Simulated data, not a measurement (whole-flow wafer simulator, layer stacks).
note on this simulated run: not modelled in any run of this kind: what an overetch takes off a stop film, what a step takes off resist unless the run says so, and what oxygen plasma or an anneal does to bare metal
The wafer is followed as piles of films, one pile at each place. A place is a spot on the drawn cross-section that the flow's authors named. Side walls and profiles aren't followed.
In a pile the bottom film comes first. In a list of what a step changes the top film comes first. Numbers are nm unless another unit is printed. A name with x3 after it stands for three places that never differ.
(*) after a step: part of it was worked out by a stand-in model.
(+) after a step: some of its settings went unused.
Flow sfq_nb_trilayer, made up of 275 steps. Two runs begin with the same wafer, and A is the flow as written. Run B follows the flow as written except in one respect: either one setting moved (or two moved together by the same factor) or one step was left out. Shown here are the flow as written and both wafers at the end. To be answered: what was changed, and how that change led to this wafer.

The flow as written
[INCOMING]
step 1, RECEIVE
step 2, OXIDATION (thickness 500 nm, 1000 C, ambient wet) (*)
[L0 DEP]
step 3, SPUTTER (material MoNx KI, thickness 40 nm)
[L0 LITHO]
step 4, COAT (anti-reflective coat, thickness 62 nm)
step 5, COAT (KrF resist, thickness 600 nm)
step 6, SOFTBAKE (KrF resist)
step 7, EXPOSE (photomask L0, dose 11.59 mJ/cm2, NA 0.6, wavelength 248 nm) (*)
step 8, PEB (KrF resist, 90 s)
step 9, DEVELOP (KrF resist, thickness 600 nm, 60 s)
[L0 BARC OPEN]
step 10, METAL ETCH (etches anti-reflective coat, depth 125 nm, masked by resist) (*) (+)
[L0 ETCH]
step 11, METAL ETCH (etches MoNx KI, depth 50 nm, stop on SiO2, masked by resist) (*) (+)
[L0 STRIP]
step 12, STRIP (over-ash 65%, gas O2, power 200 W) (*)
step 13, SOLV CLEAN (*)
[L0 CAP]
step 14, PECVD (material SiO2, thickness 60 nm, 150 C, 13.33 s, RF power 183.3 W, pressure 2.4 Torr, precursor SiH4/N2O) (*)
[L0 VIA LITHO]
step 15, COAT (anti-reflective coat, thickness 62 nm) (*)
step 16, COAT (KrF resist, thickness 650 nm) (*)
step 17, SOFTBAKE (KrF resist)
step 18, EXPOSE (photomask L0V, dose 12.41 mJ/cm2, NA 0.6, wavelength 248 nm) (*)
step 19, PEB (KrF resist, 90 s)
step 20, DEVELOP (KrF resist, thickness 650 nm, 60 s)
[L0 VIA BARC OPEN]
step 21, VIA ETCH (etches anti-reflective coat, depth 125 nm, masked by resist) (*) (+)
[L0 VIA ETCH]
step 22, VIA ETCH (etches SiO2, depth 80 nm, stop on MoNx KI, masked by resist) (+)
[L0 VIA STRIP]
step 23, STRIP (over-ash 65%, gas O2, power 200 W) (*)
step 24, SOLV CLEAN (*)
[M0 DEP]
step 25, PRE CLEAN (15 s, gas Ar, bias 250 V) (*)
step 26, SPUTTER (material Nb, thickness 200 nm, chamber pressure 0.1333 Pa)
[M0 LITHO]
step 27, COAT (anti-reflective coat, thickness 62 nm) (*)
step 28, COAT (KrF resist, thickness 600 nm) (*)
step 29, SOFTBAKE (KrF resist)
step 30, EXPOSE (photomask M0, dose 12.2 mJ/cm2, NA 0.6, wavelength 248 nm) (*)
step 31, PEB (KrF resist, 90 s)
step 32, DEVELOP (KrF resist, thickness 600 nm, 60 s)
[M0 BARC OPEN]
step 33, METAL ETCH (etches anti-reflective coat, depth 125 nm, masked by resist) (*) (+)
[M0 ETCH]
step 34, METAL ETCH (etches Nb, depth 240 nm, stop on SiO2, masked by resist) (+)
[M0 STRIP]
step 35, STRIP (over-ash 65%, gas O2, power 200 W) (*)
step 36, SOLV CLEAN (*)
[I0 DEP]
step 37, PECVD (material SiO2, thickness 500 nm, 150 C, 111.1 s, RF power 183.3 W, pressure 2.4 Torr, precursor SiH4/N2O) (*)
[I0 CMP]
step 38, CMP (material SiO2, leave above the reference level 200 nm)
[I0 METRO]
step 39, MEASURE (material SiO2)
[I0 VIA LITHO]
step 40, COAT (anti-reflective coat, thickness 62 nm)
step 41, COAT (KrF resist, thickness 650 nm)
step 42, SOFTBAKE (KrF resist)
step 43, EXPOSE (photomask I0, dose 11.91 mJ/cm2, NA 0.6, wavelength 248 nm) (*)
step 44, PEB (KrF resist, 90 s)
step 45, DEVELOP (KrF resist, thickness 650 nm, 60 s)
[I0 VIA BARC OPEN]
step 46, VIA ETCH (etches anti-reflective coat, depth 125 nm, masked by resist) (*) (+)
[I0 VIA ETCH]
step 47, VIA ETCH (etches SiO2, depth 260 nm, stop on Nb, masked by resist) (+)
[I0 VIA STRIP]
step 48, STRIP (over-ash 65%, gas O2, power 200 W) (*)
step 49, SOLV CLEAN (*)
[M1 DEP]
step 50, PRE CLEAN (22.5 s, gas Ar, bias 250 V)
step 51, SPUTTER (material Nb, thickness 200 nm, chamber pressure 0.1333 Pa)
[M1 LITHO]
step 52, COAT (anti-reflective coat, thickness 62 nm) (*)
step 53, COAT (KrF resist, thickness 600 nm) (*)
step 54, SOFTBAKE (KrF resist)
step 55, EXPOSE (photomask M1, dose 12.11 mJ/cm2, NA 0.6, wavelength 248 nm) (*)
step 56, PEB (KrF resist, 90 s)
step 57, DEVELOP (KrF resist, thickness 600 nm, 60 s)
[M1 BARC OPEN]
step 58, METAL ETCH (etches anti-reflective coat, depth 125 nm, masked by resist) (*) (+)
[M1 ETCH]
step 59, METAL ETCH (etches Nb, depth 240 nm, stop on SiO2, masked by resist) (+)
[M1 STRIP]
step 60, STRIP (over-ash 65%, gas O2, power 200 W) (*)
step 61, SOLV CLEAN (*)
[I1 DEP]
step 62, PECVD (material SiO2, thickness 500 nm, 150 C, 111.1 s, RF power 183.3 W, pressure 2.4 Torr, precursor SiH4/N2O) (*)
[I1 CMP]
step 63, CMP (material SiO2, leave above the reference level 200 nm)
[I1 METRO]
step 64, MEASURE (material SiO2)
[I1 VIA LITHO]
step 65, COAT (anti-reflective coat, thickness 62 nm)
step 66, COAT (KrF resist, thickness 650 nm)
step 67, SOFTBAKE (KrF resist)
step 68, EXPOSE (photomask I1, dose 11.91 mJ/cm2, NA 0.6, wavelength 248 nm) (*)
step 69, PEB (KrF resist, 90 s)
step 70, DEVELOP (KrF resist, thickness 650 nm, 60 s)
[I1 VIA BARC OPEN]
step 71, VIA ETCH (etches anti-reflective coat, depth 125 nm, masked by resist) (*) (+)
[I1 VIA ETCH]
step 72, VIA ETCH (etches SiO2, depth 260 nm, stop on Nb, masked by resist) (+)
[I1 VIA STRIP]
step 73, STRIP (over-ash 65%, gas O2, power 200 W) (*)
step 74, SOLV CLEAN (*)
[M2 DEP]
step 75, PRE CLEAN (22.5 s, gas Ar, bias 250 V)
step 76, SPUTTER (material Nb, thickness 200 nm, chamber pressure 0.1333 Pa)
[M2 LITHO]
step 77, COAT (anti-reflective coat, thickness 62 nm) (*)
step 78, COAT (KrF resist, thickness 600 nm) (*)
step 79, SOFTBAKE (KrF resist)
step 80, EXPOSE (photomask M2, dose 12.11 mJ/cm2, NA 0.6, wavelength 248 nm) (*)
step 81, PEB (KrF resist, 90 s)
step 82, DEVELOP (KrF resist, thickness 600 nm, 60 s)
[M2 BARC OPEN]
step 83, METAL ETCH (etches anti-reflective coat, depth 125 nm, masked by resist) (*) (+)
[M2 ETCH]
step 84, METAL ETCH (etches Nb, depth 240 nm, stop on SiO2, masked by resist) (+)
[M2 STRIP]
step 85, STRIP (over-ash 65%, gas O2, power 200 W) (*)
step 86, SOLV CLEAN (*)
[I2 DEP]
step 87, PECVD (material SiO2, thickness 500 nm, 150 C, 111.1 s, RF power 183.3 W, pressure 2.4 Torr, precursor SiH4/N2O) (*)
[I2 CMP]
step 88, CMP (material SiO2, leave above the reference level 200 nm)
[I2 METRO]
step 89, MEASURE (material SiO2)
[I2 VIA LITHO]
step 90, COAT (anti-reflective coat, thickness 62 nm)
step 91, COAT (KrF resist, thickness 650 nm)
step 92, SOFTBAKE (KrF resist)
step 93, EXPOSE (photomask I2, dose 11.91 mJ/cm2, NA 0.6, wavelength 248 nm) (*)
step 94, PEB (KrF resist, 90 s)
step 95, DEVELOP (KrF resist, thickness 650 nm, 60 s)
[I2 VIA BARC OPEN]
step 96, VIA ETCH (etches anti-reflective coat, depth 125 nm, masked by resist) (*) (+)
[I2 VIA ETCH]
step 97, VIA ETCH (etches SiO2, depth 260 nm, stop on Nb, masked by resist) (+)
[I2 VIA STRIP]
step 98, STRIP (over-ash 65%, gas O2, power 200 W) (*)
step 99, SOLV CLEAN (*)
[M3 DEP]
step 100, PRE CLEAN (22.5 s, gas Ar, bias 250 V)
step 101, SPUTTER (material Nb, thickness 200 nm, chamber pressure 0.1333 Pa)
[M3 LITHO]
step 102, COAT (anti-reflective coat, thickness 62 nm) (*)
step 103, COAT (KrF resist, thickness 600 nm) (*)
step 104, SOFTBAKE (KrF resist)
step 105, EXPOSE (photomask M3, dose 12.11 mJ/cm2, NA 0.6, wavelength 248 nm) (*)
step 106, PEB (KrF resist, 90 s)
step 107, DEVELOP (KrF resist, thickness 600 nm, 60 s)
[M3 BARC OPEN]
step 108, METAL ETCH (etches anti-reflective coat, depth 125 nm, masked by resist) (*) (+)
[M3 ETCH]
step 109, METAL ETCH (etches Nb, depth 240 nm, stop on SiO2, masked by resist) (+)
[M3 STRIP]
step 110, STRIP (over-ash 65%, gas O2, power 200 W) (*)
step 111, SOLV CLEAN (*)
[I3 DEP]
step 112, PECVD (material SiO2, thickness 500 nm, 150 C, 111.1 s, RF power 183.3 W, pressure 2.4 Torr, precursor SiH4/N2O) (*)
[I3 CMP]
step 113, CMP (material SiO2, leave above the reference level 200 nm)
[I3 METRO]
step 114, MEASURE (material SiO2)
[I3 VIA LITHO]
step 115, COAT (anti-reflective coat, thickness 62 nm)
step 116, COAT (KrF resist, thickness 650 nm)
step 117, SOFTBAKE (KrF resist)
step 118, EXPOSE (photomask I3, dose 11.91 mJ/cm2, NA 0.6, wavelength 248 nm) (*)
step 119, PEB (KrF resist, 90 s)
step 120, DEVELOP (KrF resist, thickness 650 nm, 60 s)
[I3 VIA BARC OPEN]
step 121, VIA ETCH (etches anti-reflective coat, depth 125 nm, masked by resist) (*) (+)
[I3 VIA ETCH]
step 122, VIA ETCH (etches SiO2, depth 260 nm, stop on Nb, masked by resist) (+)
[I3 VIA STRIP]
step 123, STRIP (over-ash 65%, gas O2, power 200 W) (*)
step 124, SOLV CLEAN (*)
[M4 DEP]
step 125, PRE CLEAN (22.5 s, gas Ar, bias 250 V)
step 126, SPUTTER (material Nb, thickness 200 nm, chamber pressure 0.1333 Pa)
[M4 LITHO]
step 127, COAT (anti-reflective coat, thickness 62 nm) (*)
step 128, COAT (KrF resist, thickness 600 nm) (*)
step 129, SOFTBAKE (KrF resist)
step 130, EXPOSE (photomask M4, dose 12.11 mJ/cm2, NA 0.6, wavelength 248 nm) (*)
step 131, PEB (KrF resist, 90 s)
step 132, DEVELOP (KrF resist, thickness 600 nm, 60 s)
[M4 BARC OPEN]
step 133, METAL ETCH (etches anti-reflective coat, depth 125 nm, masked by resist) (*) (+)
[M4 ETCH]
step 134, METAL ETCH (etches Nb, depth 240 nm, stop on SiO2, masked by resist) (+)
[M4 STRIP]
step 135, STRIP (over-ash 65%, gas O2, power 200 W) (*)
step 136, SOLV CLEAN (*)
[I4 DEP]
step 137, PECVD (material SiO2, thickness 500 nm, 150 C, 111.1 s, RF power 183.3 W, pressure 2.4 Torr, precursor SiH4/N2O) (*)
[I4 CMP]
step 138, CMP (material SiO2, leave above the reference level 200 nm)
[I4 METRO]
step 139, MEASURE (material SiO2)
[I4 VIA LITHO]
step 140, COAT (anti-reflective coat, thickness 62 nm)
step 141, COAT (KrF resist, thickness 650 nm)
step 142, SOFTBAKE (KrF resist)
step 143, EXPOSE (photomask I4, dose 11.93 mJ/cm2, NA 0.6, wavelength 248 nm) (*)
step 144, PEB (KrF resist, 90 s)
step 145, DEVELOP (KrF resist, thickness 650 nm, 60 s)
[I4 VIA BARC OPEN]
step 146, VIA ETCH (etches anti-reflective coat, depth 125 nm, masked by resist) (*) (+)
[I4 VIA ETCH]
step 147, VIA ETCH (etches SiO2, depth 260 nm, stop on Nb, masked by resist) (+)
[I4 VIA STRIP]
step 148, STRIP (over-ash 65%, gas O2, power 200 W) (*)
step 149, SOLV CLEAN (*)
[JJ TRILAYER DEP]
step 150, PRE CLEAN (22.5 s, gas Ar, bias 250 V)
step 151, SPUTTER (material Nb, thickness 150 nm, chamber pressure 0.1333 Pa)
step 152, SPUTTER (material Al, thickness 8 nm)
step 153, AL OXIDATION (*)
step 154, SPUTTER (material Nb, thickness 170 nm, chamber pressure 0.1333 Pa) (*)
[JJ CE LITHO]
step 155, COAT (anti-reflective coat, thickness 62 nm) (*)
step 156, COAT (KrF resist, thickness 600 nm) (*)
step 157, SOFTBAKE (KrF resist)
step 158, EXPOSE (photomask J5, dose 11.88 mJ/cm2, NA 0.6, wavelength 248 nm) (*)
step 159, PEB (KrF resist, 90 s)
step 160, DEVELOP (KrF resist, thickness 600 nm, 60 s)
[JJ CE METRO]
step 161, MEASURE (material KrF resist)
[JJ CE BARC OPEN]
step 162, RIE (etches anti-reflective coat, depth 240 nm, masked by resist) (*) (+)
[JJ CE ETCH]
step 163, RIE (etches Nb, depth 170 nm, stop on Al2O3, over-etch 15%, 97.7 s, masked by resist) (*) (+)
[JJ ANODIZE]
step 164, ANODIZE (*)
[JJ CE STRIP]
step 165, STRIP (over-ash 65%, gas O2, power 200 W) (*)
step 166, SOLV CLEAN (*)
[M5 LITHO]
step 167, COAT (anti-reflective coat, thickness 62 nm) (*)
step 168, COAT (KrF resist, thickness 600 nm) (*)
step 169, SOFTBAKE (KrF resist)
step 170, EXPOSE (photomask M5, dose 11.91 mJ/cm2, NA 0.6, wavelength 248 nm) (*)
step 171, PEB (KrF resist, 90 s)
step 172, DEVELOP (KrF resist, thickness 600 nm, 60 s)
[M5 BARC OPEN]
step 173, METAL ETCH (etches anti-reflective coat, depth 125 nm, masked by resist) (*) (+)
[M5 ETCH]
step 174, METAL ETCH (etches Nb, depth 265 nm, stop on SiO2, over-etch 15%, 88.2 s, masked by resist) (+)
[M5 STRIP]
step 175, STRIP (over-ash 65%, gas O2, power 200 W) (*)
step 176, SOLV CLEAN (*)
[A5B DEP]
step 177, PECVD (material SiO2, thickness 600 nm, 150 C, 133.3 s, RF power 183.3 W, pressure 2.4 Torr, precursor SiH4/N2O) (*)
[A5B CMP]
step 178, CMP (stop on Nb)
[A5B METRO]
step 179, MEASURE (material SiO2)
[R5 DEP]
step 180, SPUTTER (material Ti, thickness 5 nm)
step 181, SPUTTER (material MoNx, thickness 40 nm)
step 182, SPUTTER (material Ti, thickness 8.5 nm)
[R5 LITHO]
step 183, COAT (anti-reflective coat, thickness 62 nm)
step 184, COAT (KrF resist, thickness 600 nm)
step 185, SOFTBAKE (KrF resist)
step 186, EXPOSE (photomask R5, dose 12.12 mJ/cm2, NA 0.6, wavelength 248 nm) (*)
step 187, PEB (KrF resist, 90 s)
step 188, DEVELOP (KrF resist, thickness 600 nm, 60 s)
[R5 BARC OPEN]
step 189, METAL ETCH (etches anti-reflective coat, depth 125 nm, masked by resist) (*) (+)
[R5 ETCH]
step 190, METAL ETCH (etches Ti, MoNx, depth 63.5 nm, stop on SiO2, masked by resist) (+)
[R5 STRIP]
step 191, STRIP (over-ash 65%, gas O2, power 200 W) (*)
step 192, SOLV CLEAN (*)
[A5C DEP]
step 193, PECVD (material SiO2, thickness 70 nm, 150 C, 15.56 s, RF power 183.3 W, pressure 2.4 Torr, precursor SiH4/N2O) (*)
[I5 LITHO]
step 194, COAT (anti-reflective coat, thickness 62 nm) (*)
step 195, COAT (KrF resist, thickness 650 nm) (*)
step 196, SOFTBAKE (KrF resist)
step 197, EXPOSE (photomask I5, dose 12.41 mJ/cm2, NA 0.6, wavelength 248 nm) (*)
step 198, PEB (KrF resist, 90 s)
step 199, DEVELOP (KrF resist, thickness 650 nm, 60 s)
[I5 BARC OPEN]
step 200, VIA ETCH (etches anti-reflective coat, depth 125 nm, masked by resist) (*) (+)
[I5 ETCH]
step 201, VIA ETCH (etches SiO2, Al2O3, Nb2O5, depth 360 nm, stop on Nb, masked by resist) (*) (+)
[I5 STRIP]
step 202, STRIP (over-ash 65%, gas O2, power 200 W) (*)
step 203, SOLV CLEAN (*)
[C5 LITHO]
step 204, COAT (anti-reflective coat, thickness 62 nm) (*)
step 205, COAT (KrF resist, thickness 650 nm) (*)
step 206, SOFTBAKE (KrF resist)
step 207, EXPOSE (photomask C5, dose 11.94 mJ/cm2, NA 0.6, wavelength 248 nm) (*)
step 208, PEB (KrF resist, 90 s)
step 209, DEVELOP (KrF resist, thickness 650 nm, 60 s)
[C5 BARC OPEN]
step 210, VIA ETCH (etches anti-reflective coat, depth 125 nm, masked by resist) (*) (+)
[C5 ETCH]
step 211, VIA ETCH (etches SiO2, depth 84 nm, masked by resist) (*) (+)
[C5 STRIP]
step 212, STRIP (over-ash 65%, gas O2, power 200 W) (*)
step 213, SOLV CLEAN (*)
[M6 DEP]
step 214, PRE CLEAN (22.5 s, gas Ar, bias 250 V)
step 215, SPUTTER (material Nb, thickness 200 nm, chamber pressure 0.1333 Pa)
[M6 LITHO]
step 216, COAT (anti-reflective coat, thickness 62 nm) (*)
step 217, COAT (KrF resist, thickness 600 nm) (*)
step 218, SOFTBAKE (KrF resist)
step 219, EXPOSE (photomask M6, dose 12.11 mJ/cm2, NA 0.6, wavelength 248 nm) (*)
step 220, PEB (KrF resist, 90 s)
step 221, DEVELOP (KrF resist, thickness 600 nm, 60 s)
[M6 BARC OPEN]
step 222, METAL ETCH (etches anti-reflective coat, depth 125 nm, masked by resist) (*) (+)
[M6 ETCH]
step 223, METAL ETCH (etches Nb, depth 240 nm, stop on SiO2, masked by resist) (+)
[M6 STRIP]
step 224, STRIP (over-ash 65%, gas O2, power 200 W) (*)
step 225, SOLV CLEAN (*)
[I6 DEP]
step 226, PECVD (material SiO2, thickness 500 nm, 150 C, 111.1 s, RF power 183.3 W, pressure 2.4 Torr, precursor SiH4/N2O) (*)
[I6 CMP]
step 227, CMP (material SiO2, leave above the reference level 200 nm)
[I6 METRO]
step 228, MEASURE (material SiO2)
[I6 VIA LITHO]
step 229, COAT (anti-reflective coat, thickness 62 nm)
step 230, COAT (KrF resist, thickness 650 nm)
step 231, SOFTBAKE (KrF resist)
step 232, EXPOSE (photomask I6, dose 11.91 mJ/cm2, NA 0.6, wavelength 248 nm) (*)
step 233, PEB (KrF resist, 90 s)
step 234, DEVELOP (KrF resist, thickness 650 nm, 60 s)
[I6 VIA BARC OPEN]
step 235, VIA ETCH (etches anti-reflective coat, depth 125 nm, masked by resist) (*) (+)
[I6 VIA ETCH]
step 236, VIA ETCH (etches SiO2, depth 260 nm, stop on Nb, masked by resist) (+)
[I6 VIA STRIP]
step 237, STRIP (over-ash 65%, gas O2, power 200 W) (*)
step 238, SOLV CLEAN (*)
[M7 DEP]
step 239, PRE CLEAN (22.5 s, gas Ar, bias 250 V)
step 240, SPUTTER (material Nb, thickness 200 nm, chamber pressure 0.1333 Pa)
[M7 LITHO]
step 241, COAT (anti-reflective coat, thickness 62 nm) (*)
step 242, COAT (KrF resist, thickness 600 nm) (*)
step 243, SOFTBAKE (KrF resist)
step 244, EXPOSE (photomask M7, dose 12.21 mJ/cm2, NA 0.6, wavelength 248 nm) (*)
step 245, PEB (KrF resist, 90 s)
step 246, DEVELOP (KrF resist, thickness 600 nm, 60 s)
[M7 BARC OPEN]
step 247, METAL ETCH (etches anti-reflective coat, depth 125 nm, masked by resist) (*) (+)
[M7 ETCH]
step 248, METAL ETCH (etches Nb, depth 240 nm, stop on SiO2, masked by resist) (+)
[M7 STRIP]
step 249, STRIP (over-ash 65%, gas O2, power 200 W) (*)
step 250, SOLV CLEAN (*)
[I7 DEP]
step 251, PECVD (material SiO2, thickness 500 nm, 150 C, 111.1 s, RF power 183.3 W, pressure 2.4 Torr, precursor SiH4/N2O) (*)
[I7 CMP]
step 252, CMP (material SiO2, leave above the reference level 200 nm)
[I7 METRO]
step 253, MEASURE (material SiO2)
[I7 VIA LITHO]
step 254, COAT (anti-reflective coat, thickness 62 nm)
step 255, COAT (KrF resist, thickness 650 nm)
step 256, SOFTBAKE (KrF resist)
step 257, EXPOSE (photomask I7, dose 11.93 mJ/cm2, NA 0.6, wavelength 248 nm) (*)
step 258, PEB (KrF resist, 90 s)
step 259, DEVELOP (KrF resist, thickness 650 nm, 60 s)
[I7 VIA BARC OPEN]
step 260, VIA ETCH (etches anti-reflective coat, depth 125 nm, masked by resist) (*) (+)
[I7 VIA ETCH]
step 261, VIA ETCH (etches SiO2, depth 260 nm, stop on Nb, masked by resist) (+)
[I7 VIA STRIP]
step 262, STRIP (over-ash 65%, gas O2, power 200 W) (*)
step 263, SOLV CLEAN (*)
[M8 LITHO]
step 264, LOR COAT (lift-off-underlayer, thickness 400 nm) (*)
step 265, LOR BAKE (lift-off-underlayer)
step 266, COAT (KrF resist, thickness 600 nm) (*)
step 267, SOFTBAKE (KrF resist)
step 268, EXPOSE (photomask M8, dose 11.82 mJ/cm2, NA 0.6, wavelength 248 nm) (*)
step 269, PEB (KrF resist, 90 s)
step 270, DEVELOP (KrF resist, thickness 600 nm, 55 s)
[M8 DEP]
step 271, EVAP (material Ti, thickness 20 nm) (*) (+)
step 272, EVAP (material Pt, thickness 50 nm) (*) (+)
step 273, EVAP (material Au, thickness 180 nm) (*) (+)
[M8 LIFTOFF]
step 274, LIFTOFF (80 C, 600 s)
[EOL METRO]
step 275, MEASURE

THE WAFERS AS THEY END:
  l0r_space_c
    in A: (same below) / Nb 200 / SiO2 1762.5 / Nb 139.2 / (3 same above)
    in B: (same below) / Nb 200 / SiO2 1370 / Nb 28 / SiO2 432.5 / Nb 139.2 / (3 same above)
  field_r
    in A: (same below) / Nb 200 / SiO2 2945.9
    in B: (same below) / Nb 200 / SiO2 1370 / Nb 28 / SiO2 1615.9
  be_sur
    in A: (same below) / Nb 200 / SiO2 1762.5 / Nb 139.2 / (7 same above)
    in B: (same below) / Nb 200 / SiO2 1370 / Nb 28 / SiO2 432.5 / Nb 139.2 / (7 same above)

The reason: step 126, SPUTTER: thickness 268 nm was run, whereas the flow has thickness 200 nm.

The path from the change to this, step by step:
  step 126, SPUTTER (material Nb, thickness 200 nm, chamber pressure 0.1333 Pa)
      field_l, v_sur, via_wl and 102 more: A Nb gains 200 (new film) | B Nb gains 268 (new film)
      via_v: A Nb gains 165.5 | B Nb gains 222.7
  step 134, METAL ETCH (etches Nb, depth 240 nm, stop on SiO2, masked by resist) (+)
      field_l, be, be_sur and 64 more: A Nb loses 200 (all of it) | B Nb loses 240
  step 137, PECVD (material SiO2, thickness 500 nm, 150 C, 111.1 s, RF power 183.3 W, pressure 2.4 Torr, precursor SiH4/N2O) (*)
      field_l, be, be_sur and 55 more: A SiO2 gains 500 | B SiO2 gains 500 (new film)
      p3_s0, p3_s1, p3_s2, p3_s3, p3_s4, p3_s5: A SiO2 gains 557.1 | B SiO2 gains 597.1 (new film)
      (also at 4 further places)
  step 138, CMP (material SiO2, leave above the reference level 200 nm)
      field_l, be, be_sur and 55 more: A SiO2 loses 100 | B SiO2 loses 60
      lsp_r, l0_sur, l0v: A SiO2 loses 91.9 | B SiO2 loses 50.3
      (also at 1 further place)
With metal films that touch counted as one body, l0r_space_c has 3 bodies (between them, from the top down: SiO2 432.5; SiO2 1370); the flow as written gives 2 bodies (between them, from the top down: SiO2 1762.5).
With metal films that touch counted as one body, field_r has 2 bodies (between them, from the top down: SiO2 1370); the flow as written gives 1 body.
With metal films that touch counted as one body, be_sur has 5 bodies (between them, from the top down: SiO2 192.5; SiO2 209 / Al2O3 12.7 / Nb2O5 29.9; SiO2 432.5; SiO2 1370); the flow as written gives 4 bodies (between them, from the top down: SiO2 192.5; SiO2 209 / Al2O3 12.7 / Nb2O5 29.9; SiO2 1762.5).
